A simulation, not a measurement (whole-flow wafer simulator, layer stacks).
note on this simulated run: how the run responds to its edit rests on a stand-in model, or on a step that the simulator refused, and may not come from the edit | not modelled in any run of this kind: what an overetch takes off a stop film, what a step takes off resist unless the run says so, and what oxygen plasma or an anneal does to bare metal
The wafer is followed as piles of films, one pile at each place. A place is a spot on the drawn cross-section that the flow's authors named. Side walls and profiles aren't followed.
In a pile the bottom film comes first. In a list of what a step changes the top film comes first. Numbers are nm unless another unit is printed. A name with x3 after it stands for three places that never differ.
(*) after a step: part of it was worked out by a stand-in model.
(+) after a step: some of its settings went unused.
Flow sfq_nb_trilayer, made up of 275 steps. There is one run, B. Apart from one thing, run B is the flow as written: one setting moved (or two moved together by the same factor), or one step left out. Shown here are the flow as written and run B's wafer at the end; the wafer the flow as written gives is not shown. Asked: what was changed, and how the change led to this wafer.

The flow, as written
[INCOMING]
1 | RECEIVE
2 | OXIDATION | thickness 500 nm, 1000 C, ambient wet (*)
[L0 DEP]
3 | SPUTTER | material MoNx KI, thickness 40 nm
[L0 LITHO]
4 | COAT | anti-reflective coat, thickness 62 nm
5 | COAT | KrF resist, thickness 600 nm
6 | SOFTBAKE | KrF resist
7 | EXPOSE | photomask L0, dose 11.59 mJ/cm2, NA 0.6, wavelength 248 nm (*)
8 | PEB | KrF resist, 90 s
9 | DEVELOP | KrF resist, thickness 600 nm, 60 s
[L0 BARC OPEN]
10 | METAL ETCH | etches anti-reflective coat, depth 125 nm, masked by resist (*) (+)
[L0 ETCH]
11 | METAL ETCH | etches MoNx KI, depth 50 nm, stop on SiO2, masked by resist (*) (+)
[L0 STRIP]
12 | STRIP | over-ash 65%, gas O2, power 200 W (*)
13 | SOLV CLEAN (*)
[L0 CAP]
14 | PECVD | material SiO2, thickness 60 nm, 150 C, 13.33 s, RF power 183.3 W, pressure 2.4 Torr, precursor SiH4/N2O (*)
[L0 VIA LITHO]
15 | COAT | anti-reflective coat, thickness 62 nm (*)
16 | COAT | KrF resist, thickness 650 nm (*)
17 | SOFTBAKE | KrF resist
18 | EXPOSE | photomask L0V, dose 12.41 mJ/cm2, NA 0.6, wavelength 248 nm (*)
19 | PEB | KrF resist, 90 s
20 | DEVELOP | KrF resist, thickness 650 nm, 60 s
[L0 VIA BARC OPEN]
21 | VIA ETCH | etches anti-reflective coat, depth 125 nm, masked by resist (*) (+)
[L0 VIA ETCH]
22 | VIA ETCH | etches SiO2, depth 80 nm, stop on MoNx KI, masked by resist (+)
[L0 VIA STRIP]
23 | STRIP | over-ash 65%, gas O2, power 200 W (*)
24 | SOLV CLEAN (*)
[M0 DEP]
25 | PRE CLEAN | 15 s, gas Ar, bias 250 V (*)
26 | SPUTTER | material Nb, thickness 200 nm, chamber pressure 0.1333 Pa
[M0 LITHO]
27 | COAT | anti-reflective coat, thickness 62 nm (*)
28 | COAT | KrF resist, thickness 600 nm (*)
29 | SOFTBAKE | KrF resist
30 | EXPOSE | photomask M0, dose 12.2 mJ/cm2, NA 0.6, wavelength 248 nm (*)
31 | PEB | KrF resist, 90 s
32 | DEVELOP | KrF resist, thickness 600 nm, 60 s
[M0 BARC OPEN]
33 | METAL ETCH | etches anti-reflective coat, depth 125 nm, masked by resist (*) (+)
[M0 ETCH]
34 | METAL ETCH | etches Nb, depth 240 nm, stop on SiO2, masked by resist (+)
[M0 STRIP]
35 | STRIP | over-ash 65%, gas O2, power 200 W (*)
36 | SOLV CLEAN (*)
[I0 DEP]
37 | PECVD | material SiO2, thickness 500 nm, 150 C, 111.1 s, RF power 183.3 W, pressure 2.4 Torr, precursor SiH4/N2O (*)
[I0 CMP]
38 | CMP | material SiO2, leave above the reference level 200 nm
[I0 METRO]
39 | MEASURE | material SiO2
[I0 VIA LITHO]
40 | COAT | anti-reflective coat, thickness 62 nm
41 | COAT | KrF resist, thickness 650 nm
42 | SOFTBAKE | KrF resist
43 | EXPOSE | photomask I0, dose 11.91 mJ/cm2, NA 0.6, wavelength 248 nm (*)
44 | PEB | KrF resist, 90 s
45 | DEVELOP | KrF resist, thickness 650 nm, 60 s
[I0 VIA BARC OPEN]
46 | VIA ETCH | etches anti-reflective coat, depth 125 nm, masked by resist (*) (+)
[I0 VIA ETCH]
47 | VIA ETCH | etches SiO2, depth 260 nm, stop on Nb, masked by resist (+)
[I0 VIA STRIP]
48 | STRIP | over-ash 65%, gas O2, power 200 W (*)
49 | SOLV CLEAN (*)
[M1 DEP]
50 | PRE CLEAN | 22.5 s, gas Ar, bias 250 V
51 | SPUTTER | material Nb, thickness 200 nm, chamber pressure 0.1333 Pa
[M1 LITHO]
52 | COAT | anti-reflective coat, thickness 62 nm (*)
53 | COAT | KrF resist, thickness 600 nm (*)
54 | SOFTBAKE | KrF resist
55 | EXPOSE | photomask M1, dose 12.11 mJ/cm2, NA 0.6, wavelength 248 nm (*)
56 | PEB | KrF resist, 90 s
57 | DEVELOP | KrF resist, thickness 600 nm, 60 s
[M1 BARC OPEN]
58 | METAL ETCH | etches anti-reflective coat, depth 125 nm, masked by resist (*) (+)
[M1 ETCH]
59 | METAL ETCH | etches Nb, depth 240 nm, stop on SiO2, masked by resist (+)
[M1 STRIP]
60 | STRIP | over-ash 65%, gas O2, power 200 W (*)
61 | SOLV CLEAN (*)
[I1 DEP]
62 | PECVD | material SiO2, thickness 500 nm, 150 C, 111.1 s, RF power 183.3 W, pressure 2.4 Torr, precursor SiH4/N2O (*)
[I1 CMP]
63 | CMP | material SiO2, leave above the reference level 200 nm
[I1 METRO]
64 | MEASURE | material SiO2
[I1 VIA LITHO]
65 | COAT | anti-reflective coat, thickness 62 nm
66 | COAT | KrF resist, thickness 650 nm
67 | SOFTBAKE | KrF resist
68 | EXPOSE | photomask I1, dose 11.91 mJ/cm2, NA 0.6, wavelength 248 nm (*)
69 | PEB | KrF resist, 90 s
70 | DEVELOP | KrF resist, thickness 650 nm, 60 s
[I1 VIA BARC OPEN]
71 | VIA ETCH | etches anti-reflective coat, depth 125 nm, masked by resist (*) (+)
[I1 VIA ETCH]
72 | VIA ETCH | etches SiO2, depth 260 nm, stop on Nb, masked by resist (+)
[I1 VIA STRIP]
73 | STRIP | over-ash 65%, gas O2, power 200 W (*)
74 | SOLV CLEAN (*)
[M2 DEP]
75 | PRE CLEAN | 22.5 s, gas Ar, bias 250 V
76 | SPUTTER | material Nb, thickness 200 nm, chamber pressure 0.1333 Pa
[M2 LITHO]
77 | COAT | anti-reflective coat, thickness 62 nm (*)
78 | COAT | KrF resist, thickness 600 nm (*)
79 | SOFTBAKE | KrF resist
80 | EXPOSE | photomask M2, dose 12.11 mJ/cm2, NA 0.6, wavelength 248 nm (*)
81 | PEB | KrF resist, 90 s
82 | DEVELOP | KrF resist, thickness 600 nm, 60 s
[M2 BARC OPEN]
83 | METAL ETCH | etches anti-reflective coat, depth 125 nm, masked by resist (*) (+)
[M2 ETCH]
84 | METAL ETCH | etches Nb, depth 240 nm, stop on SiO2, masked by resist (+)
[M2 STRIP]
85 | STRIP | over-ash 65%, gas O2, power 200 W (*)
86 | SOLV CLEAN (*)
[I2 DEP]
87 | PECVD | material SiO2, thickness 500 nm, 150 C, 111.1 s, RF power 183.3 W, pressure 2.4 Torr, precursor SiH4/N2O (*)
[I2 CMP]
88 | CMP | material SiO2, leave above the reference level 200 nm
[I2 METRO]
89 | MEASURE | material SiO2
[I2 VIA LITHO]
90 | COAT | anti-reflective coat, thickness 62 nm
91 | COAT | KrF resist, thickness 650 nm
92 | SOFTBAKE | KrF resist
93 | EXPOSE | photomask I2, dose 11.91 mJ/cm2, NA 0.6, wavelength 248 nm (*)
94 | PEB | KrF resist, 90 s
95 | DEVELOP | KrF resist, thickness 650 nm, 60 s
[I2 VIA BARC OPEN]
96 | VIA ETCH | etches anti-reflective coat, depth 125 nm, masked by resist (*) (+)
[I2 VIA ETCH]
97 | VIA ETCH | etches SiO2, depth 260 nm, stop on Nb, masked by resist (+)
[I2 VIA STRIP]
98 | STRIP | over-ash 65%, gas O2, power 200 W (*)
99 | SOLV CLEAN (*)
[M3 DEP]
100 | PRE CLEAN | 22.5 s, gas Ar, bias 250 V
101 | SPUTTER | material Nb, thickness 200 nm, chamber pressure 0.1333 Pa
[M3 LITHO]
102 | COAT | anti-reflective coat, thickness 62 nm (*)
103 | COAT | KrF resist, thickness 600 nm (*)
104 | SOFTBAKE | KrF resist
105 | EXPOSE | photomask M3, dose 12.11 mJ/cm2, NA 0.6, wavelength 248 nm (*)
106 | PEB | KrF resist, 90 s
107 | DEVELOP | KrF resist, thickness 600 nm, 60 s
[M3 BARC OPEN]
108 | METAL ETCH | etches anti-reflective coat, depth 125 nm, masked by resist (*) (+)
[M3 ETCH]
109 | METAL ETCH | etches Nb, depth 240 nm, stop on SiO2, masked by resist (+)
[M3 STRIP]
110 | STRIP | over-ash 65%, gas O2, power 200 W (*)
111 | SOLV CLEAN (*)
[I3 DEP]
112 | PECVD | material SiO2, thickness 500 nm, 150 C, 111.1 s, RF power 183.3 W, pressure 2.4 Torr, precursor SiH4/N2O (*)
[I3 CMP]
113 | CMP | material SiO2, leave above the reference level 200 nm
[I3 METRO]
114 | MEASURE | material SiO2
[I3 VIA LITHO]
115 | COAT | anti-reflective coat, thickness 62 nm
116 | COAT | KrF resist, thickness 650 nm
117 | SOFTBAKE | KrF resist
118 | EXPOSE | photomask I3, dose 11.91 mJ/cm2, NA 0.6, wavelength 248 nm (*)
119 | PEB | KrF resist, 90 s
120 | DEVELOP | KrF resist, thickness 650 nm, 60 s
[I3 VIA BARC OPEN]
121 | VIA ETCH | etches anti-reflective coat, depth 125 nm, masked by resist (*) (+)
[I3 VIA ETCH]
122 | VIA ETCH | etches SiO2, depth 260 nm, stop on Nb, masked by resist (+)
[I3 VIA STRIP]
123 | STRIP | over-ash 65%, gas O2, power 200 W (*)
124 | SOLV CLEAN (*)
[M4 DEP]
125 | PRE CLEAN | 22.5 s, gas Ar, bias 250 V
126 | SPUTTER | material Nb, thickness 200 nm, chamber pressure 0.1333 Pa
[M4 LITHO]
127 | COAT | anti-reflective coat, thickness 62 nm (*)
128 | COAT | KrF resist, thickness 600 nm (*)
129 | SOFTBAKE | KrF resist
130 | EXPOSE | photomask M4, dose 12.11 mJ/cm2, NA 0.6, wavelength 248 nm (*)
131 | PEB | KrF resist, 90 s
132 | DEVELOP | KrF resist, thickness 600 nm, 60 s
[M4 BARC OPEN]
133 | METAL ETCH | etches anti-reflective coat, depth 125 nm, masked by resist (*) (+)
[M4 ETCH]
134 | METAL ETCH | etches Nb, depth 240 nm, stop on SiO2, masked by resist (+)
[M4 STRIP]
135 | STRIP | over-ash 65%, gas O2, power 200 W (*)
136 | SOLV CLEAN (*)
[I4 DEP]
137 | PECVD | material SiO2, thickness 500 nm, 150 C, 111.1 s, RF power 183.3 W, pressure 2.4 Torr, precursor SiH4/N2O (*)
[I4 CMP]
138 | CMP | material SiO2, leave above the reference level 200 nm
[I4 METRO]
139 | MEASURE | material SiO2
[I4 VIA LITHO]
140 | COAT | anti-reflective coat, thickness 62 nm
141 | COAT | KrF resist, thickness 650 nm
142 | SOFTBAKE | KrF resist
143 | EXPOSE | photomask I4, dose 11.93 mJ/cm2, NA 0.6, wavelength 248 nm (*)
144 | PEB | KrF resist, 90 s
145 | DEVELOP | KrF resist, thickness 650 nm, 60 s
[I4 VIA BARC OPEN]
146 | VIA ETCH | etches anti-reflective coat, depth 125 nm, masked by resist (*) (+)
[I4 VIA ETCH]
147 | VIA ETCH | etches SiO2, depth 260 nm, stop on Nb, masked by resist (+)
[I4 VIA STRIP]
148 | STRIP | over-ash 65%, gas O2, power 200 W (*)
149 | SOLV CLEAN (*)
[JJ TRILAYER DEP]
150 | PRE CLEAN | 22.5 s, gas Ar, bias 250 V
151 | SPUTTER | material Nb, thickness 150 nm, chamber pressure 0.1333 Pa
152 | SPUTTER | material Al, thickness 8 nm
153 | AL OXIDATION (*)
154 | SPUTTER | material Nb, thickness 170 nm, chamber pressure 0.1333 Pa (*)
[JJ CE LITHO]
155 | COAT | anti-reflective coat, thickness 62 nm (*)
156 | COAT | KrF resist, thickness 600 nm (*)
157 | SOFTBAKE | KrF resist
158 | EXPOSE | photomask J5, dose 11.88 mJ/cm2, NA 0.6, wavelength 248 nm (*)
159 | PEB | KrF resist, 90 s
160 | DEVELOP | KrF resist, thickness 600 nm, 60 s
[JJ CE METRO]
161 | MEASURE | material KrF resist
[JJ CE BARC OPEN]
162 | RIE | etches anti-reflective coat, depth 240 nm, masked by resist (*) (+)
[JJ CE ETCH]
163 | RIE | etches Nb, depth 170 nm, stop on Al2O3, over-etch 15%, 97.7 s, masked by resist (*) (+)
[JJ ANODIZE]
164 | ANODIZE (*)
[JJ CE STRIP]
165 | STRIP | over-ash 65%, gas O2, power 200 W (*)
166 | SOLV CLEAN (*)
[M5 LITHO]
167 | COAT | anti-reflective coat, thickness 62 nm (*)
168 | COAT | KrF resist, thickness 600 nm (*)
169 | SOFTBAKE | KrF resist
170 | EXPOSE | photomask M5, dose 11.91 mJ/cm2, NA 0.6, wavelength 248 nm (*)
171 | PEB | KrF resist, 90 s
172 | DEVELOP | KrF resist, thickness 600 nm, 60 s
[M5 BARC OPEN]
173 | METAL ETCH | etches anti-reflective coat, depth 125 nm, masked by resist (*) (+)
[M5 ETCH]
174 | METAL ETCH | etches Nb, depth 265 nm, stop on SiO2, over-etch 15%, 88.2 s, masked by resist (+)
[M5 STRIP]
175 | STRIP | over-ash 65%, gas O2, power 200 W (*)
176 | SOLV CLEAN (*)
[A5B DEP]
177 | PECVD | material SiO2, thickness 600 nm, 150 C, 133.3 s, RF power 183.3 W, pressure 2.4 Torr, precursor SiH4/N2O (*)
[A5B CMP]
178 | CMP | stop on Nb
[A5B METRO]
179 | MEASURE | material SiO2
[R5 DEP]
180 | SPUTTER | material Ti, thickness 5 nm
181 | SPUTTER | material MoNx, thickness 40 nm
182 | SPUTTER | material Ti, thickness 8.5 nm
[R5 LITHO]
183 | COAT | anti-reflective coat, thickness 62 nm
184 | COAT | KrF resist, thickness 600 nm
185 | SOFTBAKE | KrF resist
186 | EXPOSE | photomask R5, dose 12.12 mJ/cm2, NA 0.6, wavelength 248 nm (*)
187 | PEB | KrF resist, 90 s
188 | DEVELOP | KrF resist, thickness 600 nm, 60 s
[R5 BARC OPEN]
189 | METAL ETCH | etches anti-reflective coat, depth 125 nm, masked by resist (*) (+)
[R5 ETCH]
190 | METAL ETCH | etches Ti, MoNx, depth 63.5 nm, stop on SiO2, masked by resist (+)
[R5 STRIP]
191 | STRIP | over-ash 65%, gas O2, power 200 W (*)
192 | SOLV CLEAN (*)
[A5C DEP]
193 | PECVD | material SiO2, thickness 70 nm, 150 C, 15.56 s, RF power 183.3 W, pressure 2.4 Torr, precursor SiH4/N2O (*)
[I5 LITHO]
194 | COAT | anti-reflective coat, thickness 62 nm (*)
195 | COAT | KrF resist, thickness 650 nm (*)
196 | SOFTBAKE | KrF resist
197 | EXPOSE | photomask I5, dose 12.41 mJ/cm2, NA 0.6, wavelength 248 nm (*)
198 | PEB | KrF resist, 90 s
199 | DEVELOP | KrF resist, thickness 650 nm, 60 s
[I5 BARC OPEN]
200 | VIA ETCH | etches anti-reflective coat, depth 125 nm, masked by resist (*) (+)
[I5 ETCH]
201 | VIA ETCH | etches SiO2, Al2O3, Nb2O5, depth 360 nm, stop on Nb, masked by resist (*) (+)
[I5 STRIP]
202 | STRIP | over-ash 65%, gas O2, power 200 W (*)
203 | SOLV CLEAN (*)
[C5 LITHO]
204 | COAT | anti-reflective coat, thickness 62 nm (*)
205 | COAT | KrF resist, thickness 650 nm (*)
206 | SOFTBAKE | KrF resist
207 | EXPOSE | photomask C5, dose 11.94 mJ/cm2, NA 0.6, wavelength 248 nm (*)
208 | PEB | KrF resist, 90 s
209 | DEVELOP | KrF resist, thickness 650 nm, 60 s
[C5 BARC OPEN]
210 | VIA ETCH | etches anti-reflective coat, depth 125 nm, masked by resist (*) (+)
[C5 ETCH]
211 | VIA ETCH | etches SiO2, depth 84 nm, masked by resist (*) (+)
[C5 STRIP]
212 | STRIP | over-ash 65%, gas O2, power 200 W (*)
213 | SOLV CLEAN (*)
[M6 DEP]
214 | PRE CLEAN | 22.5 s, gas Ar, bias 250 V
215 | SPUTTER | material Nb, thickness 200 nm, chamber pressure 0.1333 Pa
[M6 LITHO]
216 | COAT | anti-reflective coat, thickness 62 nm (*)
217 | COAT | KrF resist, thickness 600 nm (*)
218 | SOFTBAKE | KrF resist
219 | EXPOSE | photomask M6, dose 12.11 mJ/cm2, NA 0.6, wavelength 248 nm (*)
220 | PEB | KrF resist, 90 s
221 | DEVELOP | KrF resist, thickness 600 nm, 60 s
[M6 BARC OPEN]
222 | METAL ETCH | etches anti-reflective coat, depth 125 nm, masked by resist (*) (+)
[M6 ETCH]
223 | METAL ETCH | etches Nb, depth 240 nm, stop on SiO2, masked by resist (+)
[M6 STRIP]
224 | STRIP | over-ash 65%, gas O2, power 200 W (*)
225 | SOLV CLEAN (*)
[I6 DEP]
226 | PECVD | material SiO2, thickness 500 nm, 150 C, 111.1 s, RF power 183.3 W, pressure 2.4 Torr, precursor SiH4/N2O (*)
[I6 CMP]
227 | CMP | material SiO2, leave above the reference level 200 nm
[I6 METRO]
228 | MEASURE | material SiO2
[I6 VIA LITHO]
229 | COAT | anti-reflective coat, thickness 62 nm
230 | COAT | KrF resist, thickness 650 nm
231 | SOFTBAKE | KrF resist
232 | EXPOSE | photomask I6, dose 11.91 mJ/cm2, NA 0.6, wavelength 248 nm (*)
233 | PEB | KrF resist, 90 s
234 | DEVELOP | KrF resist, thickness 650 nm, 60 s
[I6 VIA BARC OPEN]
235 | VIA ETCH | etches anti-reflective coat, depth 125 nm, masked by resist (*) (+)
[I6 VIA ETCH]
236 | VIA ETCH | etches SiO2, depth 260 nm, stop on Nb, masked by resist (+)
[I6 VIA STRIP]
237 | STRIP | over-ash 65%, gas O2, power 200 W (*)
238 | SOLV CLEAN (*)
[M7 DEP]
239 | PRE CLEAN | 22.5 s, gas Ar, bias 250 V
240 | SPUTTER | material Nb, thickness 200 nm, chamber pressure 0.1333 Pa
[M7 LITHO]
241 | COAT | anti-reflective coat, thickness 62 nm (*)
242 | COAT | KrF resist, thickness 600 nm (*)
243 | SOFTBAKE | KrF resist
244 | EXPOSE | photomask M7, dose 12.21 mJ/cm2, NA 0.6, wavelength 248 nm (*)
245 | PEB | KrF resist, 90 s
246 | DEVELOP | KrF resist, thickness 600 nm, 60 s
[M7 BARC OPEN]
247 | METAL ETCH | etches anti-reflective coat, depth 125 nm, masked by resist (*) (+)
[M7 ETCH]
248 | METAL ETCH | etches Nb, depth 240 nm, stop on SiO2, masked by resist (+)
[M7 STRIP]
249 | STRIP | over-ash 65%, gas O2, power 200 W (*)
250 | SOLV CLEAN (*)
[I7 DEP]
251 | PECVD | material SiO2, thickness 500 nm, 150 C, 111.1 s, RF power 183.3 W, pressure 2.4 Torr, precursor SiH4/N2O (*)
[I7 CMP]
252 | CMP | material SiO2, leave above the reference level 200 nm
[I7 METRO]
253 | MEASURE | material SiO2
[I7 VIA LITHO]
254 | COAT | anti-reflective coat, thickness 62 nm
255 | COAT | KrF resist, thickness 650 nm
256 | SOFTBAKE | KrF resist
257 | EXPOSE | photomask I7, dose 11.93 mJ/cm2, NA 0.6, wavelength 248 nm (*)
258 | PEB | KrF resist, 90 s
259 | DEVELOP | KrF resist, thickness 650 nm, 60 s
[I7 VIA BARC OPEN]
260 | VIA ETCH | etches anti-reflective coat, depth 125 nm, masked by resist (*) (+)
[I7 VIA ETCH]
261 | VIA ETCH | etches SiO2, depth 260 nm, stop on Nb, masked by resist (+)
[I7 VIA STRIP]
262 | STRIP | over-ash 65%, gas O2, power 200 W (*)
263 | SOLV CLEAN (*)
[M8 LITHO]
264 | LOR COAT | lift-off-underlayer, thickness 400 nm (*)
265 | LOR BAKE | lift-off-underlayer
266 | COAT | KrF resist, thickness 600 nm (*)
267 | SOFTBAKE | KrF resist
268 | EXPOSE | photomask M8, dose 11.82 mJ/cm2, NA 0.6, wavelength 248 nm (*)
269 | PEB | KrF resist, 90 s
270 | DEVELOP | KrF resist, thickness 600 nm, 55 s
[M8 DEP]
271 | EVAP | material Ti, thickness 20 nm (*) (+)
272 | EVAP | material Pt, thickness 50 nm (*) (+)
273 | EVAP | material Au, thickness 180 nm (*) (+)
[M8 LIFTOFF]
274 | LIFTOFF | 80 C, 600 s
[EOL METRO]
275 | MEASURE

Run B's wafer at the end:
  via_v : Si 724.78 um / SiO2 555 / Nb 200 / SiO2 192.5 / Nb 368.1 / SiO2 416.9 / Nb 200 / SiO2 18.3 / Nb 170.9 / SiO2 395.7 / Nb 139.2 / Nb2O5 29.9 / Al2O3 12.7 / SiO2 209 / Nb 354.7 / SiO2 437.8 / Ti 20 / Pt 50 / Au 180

What caused this: step 122, VIA ETCH: depth 174 nm was run, though the flow has depth 260 nm.

Step by step, how the change led to this:
  122 | VIA ETCH | etches SiO2, depth 260 nm, stop on Nb, masked by resist (+)
      via_v: SiO2 loses 174 (in the flow as written it would be: SiO2 loses 199.8 (all of it))
      field_l, v_sur, via_wl and 102 more: KrF resist loses 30 (in the flow as written it would be: KrF resist loses 44.8)
  123 | STRIP | over-ash 65%, gas O2, power 200 W (*)
      field_l, v_sur, via_wl and 102 more: KrF resist loses 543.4 (all of it), anti-reflective coat loses 62 (all of it) (in the flow as written it would be: KrF resist loses 528.6 (all of it), anti-reflective coat loses 62 (all of it))
  125 | PRE CLEAN | 22.5 s, gas Ar, bias 250 V
      via_v: SiO2 loses 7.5 (in the flow as written it would be: Nb loses 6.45)
  126 | SPUTTER | material Nb, thickness 200 nm, chamber pressure 0.1333 Pa
      via_v: Nb gains 170.9 (new film) (in the flow as written it would be: Nb gains 165.5)
  127 | COAT | anti-reflective coat, thickness 62 nm (*)
      via_v: anti-reflective coat gains 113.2 (new film) (in the flow as written it would be: anti-reflective coat gains 124.8 (new film))
      wire: anti-reflective coat gains 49 (new film) (in the flow as written it would be: anti-reflective coat gains 50.2 (new film))
  128 | COAT | KrF resist, thickness 600 nm (*)
      via_v: KrF resist gains 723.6 (new film) (in the flow as written it would be: KrF resist gains 739.8 (new film))
  135 | STRIP | over-ash 65%, gas O2, power 200 W (*)
      via_v: KrF resist loses 505.7 (all of it), anti-reflective coat loses 113.2 (all of it) (in the flow as written it would be: KrF resist loses 521.8 (all of it), anti-reflective coat loses 124.8 (all of it))
      wire: KrF resist loses 377 (all of it), anti-reflective coat loses 49 (all of it) (in the flow as written it would be: KrF resist loses 374.5 (all of it), anti-reflective coat loses 50.2 (all of it))
  137 | PECVD | material SiO2, thickness 500 nm, 150 C, 111.1 s, RF power 183.3 W, pressure 2.4 Torr, precursor SiH4/N2O (*)
      via_v: SiO2 gains 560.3 (new film) (in the flow as written it would be: SiO2 gains 615 (new film))
  138 | CMP | material SiO2, leave above the reference level 200 nm
      via_v: SiO2 loses 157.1 (in the flow as written it would be: SiO2 loses 181.6)
With metal films that touch counted as one body, via_v has 7 bodies (between them, from the top down: SiO2 437.8; SiO2 209 / Al2O3 12.7 / Nb2O5 29.9; SiO2 395.7; SiO2 18.3; SiO2 416.9; SiO2 192.5); the flow as written gives 6 bodies (between them, from the top down: SiO2 437.8; SiO2 209 / Al2O3 12.7 / Nb2O5 29.9; SiO2 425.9; SiO2 416.9; SiO2 192.5).
